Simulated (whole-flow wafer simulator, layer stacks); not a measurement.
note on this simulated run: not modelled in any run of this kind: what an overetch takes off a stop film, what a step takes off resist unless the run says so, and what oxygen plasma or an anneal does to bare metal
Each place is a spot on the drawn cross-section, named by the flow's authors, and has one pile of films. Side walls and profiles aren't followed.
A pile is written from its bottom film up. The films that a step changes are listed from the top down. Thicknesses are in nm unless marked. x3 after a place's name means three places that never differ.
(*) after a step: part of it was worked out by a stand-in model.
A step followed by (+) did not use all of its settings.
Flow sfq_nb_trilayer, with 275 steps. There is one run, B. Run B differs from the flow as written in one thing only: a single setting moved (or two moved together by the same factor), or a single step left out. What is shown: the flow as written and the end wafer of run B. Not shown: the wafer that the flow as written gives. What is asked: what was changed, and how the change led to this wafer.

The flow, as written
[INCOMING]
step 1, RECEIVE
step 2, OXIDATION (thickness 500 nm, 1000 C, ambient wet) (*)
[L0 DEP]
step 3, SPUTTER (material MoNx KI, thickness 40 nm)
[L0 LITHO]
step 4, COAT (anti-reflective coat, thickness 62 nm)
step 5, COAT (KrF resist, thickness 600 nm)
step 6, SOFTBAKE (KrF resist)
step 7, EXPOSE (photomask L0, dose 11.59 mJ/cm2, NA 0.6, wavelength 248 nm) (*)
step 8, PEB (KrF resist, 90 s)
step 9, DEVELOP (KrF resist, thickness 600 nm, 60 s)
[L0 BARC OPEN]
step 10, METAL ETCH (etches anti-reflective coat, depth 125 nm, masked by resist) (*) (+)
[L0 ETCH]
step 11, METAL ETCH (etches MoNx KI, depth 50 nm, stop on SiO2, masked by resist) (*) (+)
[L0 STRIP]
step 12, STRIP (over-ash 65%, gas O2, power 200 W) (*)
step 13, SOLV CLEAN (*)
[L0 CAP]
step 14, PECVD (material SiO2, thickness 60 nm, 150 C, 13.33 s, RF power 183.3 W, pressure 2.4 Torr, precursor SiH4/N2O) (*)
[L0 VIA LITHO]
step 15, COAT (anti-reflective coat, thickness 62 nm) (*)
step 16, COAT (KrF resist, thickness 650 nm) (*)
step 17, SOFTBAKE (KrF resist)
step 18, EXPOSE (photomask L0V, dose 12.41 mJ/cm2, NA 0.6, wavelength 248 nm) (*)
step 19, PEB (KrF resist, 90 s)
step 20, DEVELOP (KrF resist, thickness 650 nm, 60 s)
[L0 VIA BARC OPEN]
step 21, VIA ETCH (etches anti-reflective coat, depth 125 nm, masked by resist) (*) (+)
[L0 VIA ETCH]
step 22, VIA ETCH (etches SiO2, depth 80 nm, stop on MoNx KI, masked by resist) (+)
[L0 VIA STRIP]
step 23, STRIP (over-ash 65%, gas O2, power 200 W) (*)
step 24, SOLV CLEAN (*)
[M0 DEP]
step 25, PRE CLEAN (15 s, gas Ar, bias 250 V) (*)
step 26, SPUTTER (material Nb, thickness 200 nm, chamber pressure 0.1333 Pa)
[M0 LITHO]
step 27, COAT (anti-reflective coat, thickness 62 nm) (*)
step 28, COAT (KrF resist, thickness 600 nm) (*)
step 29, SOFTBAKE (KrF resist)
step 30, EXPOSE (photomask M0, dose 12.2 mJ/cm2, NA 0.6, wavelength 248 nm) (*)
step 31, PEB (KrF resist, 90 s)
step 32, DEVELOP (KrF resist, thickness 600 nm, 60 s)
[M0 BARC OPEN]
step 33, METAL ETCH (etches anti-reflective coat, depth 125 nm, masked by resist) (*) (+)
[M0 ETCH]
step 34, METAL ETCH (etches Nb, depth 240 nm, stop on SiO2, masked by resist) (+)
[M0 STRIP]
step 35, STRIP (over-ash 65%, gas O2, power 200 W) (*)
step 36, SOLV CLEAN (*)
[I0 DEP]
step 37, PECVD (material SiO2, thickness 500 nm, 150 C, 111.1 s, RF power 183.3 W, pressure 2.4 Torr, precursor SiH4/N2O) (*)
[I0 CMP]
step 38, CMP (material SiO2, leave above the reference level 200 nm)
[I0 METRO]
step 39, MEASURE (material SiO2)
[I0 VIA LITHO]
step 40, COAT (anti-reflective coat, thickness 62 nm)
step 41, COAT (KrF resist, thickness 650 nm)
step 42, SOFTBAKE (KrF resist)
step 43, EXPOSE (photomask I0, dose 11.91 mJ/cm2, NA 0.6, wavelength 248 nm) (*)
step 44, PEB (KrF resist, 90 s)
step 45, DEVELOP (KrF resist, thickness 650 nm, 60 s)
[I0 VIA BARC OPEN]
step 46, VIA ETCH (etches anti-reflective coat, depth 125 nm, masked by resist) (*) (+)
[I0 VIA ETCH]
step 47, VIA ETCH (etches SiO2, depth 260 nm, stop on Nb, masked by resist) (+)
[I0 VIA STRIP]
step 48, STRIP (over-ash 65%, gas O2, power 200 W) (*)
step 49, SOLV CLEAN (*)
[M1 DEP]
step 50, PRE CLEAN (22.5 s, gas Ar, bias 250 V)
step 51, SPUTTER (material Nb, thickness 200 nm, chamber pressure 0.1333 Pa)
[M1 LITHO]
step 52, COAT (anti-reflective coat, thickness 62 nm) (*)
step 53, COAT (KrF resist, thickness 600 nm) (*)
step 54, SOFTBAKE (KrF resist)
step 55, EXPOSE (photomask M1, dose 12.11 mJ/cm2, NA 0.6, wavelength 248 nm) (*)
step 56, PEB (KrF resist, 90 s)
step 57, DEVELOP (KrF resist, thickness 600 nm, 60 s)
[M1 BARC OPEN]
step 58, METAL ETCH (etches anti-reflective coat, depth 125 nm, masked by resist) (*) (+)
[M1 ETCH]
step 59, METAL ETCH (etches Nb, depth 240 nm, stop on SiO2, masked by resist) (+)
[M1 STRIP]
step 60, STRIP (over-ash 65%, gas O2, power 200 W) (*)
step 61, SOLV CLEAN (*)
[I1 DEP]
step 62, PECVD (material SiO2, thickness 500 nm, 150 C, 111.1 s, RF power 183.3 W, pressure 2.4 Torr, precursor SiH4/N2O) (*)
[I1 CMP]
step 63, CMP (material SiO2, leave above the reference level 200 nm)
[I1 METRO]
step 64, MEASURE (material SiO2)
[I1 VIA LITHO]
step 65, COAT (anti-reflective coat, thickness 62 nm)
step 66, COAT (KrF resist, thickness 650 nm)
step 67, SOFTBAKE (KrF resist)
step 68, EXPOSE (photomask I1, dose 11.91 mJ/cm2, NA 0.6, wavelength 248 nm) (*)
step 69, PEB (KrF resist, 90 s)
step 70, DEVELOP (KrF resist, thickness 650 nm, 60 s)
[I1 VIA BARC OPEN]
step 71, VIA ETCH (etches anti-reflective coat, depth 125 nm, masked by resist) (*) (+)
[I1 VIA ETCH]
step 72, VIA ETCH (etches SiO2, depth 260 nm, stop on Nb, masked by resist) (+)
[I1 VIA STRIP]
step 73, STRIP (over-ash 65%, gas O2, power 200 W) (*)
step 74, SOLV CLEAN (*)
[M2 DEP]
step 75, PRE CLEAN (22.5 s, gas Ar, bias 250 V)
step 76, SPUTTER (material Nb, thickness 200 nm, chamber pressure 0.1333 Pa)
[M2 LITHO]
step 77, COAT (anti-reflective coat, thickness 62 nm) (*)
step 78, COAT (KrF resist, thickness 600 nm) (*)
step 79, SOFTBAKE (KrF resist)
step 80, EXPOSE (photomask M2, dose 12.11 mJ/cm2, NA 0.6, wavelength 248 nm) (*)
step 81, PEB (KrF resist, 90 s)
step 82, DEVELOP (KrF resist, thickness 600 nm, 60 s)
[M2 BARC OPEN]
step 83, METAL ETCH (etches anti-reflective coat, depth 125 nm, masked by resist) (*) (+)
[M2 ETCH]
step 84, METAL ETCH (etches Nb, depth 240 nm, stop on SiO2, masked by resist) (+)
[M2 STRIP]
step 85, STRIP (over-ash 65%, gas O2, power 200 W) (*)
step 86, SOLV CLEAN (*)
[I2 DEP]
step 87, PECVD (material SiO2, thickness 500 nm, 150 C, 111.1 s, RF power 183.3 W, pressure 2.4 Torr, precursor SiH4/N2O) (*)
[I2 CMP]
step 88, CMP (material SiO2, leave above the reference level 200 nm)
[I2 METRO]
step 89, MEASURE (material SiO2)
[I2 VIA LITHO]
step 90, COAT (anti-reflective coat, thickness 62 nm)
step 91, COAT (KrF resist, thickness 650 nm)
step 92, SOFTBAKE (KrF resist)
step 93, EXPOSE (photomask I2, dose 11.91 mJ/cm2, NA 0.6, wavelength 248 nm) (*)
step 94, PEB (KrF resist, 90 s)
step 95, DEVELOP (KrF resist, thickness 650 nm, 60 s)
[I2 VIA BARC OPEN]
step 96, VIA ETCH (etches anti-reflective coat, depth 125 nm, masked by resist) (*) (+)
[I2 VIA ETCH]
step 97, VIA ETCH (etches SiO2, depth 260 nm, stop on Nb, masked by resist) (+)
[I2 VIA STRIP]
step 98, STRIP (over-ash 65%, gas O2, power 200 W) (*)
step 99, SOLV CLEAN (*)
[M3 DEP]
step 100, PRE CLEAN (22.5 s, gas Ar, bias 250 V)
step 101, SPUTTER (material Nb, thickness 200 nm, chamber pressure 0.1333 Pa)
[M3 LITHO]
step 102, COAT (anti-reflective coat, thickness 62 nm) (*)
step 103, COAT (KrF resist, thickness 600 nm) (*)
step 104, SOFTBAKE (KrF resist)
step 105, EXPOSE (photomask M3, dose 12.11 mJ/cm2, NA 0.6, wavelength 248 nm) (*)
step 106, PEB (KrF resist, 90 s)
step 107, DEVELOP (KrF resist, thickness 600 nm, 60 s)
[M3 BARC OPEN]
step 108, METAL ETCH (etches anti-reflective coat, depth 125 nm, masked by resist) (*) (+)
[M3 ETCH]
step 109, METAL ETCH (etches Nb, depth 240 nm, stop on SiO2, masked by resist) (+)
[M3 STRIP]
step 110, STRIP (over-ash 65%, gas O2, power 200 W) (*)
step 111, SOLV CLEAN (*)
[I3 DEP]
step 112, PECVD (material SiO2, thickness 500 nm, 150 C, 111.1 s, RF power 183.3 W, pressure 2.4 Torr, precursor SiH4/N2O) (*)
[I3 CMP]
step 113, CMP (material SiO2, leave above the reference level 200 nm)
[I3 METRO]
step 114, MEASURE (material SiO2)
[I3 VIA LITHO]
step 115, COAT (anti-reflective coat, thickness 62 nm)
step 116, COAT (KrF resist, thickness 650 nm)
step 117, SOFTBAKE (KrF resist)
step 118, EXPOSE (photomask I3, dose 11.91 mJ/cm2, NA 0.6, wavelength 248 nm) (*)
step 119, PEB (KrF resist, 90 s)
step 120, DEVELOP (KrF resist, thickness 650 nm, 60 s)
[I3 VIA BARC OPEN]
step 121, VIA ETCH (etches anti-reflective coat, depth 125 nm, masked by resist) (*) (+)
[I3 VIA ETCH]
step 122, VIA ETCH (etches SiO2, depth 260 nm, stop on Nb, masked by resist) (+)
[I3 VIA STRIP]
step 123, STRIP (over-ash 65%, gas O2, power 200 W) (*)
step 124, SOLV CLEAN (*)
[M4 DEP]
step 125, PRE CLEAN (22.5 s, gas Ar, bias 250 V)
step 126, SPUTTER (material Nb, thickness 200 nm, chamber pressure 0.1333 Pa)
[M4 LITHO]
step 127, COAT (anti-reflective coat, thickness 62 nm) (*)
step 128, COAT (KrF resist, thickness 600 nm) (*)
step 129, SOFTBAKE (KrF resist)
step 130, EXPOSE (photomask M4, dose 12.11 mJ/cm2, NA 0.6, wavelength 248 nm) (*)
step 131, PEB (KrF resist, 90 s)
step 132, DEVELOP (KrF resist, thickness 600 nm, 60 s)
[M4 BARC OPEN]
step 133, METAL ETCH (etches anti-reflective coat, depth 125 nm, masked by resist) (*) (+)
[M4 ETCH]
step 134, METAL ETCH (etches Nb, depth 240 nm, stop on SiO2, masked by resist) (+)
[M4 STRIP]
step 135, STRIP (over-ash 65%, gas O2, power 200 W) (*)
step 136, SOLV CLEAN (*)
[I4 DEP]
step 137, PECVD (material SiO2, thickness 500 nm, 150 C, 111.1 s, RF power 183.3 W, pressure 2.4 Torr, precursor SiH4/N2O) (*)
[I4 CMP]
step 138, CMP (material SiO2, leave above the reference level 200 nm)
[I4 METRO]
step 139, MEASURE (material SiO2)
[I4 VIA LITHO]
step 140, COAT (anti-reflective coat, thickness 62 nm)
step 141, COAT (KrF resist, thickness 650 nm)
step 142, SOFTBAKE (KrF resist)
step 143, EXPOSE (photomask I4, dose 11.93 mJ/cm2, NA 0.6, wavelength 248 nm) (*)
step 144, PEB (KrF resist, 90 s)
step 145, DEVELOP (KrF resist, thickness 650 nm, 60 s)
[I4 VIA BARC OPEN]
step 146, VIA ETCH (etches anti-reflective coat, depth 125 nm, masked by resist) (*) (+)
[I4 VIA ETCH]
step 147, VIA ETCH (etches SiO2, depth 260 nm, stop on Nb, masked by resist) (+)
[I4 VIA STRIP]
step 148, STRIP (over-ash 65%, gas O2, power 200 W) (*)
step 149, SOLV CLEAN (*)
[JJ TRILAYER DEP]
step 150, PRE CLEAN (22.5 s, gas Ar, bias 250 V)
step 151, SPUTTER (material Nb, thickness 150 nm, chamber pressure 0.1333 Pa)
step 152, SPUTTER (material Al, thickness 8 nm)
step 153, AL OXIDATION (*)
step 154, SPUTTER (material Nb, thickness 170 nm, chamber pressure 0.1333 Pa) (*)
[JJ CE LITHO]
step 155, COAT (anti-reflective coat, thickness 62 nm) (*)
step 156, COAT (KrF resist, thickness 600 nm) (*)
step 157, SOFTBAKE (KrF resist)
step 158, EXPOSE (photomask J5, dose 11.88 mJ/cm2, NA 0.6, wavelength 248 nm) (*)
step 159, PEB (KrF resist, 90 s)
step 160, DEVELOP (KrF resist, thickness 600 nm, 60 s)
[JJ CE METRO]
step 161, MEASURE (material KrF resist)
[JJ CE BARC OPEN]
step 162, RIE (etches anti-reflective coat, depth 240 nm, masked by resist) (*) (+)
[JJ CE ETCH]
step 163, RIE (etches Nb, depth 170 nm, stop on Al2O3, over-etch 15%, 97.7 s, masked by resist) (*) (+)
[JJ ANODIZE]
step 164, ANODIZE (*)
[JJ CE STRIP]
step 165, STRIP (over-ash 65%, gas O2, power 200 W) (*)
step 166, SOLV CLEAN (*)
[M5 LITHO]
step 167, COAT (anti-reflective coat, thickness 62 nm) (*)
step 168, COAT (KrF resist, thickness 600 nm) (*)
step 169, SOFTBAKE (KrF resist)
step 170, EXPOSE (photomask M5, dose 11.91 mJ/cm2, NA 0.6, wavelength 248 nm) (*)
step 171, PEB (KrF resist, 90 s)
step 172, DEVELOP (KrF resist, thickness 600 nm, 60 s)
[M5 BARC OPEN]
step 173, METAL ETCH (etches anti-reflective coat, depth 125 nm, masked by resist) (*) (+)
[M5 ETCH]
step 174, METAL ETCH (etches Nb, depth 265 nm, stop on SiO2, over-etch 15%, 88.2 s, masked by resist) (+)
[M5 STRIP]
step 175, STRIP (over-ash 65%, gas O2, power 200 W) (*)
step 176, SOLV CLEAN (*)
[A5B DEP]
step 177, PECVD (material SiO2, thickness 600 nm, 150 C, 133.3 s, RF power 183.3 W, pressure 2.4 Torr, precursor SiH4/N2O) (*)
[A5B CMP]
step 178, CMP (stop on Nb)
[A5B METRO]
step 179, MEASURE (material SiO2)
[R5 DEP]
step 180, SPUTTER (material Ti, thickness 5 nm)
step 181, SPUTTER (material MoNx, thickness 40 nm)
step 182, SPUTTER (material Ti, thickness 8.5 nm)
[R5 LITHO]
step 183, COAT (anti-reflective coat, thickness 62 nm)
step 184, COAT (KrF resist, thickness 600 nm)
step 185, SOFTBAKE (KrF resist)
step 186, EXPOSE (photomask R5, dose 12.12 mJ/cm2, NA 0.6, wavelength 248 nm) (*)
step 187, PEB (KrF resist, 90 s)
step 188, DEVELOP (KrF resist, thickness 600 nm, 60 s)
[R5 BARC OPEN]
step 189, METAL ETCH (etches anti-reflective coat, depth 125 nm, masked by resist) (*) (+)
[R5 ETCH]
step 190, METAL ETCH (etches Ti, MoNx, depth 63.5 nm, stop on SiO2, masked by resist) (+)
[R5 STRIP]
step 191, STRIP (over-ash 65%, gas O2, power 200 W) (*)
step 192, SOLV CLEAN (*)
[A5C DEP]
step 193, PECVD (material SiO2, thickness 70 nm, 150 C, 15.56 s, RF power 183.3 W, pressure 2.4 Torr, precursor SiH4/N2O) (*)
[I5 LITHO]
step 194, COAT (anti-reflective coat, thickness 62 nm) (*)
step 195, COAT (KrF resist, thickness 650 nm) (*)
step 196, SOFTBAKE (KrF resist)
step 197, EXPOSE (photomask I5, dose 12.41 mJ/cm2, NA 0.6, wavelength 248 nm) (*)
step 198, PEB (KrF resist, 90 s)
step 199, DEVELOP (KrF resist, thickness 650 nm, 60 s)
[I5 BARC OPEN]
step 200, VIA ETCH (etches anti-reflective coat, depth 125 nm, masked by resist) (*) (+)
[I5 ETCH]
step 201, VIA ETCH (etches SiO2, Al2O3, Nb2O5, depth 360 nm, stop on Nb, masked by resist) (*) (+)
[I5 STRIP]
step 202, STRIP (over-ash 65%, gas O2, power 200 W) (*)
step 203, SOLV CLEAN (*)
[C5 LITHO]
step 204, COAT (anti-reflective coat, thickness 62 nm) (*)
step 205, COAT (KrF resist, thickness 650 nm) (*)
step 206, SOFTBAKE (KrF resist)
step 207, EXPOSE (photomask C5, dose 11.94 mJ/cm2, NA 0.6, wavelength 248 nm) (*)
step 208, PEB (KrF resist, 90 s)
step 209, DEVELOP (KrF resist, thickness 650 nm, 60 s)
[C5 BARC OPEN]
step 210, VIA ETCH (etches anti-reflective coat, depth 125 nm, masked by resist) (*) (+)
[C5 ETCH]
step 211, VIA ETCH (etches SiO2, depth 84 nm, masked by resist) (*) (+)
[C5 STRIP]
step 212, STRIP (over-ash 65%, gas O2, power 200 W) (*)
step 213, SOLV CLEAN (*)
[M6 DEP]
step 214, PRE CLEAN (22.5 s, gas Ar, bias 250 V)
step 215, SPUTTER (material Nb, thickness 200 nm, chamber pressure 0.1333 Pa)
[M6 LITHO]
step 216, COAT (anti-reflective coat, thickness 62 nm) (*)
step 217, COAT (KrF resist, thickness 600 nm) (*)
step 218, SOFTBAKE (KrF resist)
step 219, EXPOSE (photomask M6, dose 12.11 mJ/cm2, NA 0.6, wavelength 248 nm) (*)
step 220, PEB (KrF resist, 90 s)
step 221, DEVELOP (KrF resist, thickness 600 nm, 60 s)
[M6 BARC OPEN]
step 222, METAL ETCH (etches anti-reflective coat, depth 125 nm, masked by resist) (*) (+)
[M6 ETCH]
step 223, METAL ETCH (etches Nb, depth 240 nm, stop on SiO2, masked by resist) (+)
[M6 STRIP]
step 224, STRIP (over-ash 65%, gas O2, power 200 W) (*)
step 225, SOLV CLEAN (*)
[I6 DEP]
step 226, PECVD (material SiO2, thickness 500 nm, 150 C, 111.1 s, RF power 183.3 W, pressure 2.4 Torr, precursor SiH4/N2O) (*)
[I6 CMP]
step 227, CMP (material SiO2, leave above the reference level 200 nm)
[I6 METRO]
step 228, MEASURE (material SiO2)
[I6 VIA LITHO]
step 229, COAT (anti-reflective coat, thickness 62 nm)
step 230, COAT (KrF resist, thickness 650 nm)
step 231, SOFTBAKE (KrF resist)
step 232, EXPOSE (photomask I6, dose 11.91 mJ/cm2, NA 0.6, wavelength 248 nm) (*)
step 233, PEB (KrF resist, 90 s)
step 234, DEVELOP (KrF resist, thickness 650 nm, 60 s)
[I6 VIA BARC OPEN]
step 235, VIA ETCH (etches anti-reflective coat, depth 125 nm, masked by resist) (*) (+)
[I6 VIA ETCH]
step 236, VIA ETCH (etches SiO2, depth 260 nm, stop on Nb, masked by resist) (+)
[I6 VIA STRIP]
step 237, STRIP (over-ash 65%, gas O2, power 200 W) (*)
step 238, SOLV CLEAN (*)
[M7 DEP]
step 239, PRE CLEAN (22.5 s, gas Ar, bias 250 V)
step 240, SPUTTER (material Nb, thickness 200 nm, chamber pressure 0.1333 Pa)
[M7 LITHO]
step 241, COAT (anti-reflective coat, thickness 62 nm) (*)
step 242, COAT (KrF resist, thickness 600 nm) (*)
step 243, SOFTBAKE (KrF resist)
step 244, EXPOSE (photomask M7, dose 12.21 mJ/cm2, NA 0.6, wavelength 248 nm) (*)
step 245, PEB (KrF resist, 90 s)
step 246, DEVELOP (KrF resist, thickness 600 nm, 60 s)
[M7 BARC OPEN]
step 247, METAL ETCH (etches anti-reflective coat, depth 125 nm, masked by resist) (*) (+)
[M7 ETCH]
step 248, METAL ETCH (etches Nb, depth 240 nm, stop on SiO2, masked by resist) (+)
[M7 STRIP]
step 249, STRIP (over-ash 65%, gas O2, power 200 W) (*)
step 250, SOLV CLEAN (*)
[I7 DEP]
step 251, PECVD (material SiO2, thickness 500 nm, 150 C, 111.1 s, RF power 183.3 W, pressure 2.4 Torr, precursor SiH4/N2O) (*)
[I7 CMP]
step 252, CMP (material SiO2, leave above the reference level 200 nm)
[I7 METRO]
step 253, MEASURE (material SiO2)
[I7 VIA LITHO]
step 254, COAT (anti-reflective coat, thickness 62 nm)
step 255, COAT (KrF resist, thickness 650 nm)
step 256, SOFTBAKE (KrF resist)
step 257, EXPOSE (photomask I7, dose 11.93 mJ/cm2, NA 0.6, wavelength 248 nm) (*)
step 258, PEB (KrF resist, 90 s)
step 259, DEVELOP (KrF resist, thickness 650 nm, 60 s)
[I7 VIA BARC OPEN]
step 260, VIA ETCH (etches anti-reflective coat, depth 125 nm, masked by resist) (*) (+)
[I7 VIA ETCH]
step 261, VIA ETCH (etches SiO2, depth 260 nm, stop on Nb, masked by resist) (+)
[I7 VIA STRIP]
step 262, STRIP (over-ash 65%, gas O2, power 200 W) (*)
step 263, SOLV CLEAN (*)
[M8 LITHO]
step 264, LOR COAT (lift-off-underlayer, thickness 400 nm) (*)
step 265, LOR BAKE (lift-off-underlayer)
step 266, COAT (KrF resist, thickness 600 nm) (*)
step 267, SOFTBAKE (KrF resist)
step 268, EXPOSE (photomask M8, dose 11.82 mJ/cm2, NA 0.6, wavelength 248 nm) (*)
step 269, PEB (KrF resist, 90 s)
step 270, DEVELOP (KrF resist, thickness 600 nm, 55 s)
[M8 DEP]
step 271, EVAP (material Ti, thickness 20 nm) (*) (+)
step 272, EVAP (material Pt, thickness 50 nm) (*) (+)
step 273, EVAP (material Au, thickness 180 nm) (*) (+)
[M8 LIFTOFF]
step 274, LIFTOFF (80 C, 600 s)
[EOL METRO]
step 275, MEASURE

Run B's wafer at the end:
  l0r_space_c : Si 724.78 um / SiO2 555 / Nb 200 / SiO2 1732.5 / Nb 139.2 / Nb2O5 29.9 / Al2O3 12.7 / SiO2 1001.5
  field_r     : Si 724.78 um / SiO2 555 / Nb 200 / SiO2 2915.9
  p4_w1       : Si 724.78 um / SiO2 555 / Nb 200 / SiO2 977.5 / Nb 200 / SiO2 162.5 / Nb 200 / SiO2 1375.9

What caused this: step 113, CMP: leave above the reference level 170 nm was run, though the flow has leave above the reference level 200 nm.

How this came from the change, step by step:
  step 113, CMP (material SiO2, leave above the reference level 200 nm)
      field_l, be, be_sur and 64 more: -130 SiO2 (in the flow as written it would be: -100 SiO2)
      v_sur, via_wl, via_wr and 27 more: -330 SiO2 (in the flow as written it would be: -300 SiO2)
      (also at 9 further places)
  step 122, VIA ETCH (etches SiO2, depth 260 nm, stop on Nb, masked by resist) (+)
      field_l, v_sur, via_wl and 102 more: -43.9 KrF resist (in the flow as written it would be: -44.8 KrF resist)
      via_v: -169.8 SiO2 (all of it) (in the flow as written it would be: -199.8 SiO2 (all of it))
  step 126, SPUTTER (material Nb, thickness 200 nm, chamber pressure 0.1333 Pa)
      via_v: +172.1 Nb (in the flow as written it would be: +165.5 Nb)
  step 127, COAT (anti-reflective coat, thickness 62 nm) (*)
      via_v: +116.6 anti-reflective coat (new film) (in the flow as written it would be: +124.8 anti-reflective coat (new film))
  step 128, COAT (KrF resist, thickness 600 nm) (*)
      via_v: +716 KrF resist (new film) (in the flow as written it would be: +739.8 KrF resist (new film))
  step 135, STRIP (over-ash 65%, gas O2, power 200 W) (*)
      via_v: -498.1 KrF resist (all of it), -116.6 anti-reflective coat (all of it) (in the flow as written it would be: -521.8 KrF resist (all of it), -124.8 anti-reflective coat (all of it))
  step 137, PECVD (material SiO2, thickness 500 nm, 150 C, 111.1 s, RF power 183.3 W, pressure 2.4 Torr, precursor SiH4/N2O) (*)
      via_v: +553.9 SiO2 (new film) (in the flow as written it would be: +615 SiO2 (new film))
  step 138, CMP (material SiO2, leave above the reference level 200 nm)
      via_v: -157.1 SiO2 (in the flow as written it would be: -181.6 SiO2)
